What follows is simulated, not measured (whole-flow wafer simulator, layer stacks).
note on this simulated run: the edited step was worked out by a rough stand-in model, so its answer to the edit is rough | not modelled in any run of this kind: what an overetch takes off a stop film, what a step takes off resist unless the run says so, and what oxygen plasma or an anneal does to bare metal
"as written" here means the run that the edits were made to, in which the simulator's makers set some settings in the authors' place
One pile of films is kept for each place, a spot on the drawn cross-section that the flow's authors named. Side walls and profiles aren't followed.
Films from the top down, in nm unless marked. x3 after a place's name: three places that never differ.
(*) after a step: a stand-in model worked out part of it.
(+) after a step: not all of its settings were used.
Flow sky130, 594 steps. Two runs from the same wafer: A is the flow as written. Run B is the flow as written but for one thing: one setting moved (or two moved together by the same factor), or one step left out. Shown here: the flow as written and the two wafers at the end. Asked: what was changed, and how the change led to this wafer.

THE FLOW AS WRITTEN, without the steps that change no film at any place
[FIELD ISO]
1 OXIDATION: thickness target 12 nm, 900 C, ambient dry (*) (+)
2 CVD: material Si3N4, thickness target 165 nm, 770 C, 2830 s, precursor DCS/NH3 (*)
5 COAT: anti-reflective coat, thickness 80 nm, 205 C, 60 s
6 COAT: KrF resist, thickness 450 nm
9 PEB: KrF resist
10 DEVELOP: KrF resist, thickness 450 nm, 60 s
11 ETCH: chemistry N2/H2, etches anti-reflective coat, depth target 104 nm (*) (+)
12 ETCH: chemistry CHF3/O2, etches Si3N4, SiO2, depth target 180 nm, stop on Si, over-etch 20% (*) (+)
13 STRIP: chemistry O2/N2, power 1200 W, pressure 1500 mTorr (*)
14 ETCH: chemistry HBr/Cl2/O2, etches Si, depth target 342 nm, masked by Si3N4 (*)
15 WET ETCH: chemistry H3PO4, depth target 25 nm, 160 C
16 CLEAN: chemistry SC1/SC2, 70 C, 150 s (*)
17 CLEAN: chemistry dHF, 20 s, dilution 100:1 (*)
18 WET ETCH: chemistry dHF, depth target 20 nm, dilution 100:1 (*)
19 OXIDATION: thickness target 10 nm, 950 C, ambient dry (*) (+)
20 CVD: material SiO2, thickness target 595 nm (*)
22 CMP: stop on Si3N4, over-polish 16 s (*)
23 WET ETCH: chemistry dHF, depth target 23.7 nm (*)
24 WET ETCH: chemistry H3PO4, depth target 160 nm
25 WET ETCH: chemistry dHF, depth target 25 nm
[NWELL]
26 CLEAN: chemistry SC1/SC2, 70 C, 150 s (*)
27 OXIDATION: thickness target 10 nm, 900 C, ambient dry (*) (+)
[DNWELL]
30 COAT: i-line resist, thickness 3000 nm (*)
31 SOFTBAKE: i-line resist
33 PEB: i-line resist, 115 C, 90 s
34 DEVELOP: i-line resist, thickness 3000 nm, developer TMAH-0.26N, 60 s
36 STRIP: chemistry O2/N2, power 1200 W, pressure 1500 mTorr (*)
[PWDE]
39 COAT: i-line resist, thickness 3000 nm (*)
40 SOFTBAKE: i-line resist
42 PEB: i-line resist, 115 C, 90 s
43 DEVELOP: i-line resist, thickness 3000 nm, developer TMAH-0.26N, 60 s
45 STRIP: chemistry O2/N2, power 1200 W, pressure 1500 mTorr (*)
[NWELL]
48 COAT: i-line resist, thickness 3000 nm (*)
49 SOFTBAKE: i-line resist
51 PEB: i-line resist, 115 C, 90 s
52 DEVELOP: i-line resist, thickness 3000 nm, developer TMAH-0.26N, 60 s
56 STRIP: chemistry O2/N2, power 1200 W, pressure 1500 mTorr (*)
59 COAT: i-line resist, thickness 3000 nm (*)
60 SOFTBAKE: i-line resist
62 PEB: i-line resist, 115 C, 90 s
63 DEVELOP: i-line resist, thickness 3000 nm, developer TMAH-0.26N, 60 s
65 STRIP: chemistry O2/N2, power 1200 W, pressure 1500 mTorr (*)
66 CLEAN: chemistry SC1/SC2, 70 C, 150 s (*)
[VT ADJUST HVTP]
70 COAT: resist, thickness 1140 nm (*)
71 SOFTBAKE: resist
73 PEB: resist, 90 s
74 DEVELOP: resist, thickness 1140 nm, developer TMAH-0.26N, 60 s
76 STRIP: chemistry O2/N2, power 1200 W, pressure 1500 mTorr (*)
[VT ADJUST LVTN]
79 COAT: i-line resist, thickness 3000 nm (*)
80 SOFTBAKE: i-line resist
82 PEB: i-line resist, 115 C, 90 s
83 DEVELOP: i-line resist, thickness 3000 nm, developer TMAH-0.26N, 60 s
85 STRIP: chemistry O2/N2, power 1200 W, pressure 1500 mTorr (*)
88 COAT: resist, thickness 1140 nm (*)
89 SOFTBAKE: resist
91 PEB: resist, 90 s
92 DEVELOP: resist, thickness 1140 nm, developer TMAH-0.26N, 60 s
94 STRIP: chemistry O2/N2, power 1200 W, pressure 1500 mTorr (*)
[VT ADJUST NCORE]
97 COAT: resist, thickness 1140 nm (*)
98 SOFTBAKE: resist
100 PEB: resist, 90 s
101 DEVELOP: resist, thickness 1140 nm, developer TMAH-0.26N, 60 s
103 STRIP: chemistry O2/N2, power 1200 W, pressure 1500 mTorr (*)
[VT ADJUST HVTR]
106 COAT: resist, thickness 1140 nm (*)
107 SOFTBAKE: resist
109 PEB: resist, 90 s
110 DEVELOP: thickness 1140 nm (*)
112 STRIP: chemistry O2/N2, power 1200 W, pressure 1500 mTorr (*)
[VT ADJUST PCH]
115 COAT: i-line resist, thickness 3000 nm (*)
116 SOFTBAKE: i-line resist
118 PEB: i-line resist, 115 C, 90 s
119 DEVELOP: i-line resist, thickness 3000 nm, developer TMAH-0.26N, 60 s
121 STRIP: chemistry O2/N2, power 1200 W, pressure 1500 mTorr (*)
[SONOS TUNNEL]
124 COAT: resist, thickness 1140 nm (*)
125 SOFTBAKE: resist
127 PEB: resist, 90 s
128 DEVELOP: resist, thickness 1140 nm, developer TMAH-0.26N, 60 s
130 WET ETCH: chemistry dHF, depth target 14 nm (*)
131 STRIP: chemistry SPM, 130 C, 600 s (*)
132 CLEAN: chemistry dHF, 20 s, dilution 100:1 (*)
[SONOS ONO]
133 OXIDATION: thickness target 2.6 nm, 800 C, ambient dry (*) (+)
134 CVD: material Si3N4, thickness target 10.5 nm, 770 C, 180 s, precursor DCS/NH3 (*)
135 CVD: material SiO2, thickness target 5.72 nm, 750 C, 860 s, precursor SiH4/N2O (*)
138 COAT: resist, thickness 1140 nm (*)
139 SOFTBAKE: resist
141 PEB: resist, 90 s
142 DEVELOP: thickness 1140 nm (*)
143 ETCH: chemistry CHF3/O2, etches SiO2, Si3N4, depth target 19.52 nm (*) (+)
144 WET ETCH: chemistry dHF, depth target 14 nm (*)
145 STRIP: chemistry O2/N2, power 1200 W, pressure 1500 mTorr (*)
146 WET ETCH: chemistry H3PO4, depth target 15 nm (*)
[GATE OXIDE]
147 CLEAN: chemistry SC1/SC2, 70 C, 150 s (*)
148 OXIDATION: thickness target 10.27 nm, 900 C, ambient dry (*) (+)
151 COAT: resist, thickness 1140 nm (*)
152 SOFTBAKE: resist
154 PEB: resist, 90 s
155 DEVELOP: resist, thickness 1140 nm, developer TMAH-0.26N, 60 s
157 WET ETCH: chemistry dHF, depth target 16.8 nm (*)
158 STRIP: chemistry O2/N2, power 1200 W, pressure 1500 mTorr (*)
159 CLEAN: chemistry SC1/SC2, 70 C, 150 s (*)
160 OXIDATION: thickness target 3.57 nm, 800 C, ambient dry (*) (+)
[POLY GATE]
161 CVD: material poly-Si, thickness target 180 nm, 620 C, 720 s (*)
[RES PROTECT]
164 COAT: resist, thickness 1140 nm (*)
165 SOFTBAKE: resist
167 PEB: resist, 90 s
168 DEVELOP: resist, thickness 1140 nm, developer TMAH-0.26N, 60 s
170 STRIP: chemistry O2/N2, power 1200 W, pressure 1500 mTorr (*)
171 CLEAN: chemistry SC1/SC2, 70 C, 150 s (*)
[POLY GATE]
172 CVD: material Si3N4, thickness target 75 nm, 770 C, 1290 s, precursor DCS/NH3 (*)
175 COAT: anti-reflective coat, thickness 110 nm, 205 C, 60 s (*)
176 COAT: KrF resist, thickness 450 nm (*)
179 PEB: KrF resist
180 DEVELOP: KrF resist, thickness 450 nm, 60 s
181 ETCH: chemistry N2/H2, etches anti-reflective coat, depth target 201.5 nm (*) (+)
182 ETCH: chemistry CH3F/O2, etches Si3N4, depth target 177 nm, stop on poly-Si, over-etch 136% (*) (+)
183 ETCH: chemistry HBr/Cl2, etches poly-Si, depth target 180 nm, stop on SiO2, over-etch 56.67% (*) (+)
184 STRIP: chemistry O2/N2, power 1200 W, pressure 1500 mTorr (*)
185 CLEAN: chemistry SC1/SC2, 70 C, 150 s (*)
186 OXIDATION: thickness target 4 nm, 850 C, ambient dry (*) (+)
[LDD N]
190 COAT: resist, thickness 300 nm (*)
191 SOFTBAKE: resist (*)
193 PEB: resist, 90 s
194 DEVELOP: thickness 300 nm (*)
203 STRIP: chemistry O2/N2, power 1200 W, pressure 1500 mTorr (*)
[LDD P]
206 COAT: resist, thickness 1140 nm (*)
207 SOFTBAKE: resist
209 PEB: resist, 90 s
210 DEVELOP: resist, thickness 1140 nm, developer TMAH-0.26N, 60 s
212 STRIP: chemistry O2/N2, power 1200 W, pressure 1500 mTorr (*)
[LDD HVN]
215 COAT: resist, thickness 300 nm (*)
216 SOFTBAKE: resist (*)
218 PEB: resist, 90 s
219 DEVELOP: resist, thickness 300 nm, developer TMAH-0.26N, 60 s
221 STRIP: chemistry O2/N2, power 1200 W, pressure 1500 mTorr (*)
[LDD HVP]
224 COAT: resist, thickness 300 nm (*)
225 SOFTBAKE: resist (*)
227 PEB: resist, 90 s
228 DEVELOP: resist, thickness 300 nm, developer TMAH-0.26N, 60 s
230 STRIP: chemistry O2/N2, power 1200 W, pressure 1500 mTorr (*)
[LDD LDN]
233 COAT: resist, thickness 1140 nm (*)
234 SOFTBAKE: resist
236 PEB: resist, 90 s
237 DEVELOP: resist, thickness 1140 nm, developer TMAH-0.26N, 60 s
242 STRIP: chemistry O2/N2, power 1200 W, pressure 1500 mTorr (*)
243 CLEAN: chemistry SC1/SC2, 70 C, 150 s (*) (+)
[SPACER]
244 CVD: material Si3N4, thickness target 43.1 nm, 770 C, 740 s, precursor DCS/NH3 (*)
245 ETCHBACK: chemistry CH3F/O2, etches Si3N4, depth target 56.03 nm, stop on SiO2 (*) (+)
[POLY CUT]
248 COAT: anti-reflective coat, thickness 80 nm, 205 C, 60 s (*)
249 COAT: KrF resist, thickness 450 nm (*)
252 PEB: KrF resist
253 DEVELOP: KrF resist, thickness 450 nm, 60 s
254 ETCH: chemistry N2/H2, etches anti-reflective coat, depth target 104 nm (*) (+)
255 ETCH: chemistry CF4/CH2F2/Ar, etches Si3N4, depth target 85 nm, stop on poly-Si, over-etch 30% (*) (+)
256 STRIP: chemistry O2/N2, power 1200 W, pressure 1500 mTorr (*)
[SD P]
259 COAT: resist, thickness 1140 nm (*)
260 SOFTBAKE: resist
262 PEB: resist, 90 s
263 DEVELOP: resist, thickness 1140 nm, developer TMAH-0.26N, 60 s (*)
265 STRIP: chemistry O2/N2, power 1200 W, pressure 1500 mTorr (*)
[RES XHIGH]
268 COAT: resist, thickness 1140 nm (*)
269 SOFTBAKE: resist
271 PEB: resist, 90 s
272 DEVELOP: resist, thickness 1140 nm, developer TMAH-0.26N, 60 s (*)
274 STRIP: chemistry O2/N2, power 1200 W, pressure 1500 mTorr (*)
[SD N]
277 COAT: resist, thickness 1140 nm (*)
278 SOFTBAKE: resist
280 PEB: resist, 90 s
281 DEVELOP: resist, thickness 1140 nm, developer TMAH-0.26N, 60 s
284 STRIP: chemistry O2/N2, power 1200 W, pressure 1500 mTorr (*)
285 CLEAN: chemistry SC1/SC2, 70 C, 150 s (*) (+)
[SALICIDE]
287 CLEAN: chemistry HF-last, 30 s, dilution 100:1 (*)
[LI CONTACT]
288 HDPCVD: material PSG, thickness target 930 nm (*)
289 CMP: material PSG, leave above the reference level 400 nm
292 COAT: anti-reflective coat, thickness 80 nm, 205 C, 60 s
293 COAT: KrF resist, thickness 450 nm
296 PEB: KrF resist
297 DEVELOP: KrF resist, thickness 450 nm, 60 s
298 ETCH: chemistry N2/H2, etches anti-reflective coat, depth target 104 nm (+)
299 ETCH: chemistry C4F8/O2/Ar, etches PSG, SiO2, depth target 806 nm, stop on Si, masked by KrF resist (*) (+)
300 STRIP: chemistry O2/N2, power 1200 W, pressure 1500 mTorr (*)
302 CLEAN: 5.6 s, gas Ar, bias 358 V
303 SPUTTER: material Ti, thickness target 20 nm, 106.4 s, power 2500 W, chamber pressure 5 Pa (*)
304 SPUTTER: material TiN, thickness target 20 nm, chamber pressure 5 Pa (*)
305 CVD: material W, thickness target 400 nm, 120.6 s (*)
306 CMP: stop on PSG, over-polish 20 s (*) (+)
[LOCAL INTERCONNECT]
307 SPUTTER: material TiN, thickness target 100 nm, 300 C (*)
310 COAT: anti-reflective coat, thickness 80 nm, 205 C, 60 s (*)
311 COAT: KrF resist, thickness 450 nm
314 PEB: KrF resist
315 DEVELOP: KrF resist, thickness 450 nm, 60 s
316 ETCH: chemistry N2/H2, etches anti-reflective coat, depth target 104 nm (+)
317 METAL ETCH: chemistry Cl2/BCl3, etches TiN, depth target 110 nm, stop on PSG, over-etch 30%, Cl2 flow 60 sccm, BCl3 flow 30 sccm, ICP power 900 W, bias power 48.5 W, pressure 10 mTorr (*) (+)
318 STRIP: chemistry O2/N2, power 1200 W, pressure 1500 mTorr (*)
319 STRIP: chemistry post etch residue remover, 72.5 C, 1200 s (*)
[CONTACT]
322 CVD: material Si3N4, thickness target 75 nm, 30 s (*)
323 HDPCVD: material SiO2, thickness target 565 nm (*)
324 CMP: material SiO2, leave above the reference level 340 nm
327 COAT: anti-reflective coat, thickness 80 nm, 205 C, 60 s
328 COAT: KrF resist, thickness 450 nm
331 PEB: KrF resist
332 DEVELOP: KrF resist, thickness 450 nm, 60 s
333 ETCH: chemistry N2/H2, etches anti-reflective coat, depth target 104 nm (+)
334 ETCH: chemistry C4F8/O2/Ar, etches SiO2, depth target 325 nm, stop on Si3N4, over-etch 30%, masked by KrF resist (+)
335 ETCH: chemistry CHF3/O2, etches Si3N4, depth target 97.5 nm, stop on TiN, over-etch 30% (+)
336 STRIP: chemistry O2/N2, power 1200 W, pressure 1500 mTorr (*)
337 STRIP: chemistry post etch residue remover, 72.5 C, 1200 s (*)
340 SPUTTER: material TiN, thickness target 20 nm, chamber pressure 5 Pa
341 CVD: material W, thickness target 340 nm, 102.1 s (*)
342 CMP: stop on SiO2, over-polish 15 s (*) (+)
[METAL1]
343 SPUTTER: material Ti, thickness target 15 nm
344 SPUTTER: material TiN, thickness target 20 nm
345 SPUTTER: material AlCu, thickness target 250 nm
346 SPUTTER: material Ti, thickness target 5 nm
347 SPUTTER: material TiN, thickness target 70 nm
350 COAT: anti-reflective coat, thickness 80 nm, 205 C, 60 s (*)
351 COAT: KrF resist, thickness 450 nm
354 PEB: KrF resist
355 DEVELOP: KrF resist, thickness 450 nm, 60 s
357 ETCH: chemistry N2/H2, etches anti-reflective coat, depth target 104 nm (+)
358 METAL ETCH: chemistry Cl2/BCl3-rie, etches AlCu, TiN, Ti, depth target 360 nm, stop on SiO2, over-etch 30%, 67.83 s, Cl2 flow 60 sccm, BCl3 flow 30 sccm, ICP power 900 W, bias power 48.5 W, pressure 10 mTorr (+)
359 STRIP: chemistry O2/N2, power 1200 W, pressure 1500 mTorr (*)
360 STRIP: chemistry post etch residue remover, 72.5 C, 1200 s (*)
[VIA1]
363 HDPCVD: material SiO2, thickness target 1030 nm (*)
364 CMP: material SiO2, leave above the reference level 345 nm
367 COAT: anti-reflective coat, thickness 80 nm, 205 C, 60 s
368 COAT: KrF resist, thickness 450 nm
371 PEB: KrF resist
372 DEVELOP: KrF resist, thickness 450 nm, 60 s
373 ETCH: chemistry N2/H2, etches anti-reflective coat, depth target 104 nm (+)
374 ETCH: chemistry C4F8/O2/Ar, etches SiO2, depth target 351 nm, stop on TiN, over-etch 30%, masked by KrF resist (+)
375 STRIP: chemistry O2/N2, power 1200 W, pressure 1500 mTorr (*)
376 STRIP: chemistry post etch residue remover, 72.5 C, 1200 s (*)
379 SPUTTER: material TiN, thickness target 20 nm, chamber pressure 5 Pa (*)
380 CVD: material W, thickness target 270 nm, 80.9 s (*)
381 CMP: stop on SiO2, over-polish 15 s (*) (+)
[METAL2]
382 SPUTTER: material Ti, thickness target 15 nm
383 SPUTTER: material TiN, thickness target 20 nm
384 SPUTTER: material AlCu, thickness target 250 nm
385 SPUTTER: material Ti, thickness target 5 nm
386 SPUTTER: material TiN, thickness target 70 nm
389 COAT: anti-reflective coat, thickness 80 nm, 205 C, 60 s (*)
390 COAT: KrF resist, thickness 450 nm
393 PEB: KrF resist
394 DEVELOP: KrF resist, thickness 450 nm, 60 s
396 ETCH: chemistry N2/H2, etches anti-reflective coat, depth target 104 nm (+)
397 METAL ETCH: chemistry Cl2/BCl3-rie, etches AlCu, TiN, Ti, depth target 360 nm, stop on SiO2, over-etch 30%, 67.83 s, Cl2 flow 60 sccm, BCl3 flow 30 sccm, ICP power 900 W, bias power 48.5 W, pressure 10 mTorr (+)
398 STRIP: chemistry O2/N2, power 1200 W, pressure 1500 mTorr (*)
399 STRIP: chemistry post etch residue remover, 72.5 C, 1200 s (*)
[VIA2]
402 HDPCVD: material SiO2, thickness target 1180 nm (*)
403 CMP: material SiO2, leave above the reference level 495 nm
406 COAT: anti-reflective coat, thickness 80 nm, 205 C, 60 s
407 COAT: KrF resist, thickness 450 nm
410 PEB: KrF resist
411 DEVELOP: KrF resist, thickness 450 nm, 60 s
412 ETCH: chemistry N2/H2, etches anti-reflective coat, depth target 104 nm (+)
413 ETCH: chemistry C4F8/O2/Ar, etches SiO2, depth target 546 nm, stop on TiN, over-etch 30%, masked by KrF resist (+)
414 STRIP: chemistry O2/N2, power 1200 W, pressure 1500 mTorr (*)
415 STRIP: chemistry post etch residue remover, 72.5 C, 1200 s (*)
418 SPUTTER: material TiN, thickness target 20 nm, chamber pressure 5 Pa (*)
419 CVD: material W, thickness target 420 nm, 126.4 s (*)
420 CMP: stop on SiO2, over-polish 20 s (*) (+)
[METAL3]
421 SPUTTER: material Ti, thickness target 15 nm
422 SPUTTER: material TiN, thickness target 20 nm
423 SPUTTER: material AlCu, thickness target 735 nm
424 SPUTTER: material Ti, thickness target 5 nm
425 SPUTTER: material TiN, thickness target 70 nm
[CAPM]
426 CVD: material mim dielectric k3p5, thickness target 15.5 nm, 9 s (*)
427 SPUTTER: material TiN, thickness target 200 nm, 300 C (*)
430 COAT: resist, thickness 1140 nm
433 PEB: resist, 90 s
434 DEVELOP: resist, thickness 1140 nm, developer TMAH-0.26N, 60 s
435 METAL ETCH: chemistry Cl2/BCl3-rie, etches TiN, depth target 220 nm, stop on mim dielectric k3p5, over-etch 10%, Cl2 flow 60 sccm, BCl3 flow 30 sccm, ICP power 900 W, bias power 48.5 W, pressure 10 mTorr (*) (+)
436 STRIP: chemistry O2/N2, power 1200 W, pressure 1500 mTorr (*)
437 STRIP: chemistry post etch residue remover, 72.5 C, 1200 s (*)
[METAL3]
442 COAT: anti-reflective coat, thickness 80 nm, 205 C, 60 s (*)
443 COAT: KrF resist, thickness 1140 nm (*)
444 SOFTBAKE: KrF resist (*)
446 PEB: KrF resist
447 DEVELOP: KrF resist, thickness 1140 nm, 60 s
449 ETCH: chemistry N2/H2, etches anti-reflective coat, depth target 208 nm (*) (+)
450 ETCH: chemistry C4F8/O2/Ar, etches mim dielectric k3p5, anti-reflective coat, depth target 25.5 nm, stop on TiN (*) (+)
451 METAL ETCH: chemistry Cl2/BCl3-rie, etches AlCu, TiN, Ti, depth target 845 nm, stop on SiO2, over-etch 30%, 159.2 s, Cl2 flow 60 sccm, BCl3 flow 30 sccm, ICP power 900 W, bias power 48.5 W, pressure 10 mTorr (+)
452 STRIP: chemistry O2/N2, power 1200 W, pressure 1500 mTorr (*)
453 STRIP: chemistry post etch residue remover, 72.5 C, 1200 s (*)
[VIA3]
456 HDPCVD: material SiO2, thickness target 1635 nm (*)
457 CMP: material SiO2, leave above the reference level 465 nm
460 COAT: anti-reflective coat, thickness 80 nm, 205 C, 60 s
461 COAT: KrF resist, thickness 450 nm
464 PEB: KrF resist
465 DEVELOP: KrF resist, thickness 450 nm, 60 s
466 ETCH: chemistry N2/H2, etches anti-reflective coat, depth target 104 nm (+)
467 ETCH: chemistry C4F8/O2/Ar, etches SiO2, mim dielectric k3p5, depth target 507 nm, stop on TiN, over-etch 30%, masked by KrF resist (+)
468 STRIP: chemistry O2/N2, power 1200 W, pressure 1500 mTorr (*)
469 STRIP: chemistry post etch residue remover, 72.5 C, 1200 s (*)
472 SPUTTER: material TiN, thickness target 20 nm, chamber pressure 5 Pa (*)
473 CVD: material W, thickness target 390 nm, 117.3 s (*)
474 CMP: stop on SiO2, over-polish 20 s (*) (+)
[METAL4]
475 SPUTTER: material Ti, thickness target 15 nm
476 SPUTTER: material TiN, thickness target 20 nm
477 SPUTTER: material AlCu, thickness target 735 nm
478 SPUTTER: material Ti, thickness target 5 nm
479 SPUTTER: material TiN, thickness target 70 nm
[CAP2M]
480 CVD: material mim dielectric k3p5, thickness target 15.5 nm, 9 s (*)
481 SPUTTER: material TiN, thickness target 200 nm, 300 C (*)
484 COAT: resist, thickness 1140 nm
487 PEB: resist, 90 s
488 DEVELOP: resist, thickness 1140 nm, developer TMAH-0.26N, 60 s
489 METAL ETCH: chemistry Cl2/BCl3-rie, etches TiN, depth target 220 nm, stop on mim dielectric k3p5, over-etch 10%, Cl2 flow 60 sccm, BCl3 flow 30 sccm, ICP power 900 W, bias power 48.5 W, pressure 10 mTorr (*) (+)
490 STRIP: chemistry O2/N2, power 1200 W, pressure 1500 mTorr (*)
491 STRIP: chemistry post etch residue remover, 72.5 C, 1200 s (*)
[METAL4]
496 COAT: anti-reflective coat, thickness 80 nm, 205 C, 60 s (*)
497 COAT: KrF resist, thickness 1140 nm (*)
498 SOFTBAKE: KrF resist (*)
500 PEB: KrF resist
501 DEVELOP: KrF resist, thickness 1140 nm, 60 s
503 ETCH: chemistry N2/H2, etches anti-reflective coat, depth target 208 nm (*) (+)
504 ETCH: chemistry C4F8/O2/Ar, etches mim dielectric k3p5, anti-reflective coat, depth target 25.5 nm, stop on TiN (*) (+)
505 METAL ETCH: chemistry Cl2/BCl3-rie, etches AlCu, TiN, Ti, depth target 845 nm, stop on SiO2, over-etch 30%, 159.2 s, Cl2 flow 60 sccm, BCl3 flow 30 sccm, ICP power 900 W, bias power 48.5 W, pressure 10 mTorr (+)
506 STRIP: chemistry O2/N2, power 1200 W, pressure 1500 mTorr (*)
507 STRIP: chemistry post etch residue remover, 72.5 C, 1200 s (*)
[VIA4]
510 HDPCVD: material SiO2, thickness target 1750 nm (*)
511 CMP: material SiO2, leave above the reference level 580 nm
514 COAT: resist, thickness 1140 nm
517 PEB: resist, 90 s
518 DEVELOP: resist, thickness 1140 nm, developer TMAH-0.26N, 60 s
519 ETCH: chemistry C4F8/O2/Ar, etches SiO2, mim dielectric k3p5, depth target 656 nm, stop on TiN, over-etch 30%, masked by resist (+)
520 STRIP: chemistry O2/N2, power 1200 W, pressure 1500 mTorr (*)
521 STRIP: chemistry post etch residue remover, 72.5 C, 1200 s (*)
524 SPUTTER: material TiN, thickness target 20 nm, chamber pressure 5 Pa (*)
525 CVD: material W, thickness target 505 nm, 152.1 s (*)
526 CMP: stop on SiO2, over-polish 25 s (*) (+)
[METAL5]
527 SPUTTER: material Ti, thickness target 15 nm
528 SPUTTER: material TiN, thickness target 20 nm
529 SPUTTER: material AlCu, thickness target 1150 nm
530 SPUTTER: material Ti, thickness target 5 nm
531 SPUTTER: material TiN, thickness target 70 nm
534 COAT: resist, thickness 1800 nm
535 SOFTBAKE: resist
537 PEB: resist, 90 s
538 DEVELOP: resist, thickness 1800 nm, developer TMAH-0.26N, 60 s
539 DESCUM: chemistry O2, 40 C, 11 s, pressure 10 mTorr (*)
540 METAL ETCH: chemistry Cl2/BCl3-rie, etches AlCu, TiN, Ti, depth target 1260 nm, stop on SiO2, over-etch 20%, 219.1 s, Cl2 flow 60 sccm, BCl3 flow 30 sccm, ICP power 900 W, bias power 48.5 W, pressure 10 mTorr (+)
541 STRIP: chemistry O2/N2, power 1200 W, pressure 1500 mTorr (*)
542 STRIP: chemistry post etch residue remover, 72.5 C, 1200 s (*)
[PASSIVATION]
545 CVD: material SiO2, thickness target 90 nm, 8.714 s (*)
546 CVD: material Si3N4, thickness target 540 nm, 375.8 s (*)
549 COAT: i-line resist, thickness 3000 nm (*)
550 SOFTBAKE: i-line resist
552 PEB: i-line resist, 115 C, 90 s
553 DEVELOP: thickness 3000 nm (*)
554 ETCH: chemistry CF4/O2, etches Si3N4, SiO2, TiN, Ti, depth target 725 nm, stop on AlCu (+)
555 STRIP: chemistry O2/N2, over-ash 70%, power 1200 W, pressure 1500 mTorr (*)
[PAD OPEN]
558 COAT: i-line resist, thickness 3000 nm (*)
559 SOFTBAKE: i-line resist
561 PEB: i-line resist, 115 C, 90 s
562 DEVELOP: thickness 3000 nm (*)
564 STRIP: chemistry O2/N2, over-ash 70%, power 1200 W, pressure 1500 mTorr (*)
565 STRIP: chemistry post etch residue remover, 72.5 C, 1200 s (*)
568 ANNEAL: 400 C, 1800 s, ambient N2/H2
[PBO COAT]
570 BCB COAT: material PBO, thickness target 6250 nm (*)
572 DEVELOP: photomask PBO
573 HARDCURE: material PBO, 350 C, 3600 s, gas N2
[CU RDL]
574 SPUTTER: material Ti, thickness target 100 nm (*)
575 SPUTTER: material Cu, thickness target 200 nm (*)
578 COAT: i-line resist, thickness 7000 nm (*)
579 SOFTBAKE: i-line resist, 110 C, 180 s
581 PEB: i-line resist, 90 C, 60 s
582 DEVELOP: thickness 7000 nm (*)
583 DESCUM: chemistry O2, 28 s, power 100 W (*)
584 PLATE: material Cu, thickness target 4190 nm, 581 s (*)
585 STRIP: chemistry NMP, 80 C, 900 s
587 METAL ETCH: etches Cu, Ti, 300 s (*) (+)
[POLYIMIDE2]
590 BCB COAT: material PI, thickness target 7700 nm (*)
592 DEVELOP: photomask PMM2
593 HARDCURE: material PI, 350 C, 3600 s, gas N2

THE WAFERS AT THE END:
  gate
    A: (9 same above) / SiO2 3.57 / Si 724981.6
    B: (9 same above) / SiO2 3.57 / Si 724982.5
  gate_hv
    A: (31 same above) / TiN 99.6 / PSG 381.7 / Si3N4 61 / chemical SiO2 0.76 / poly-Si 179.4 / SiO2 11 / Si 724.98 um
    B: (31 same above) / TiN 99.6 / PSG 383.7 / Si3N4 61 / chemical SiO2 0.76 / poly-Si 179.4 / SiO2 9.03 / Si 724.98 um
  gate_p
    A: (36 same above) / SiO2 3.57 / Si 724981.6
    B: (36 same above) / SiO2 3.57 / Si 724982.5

The cause: step 148, OXIDATION: thickness target 8.215 nm was run, where the flow has thickness target 10.27 nm.

How the change led to this, step by step:
  148 OXIDATION: thickness target 10.27 nm, 900 C, ambient dry (*) (+)
      active, n_well, p_well and 98 more: A SiO2 +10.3 (new film), chemical SiO2 -0.76 (all of it), Si -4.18 | B SiO2 +8.21 (new film), chemical SiO2 -0.76 (all of it), Si -3.28
  157 WET ETCH: chemistry dHF, depth target 16.8 nm (*)
      active, n_well, p_well and 58 more: A SiO2 -10.3 (all of it) | B SiO2 -8.21 (all of it)
  175 COAT: anti-reflective coat, thickness 110 nm, 205 C, 60 s (*)
      rpm_encl, rpm_encl_psd: A anti-reflective coat +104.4 (new film) | B anti-reflective coat +108.5 (new film)
  181 ETCH: chemistry N2/H2, etches anti-reflective coat, depth target 201.5 nm (*) (+)
      rpm_encl, rpm_encl_psd: A anti-reflective coat -104.4 (all of it), Si3N4 -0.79 | B anti-reflective coat -108.5 (all of it), Si3N4 -0.73
  248 COAT: anti-reflective coat, thickness 80 nm, 205 C, 60 s (*)
      iso_pw_fox: A anti-reflective coat +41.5 (new film) | B anti-reflective coat +40.3 (new film)
  256 STRIP: chemistry O2/N2, power 1200 W, pressure 1500 mTorr (*)
      iso_pw_fox: A KrF resist -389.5 (all of it), anti-reflective coat -41.5 (all of it) | B KrF resist -390.2 (all of it), anti-reflective coat -40.3 (all of it)
  306 CMP: stop on PSG, over-polish 20 s (*) (+)
      poly_licon: A W -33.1 | B W -32.1
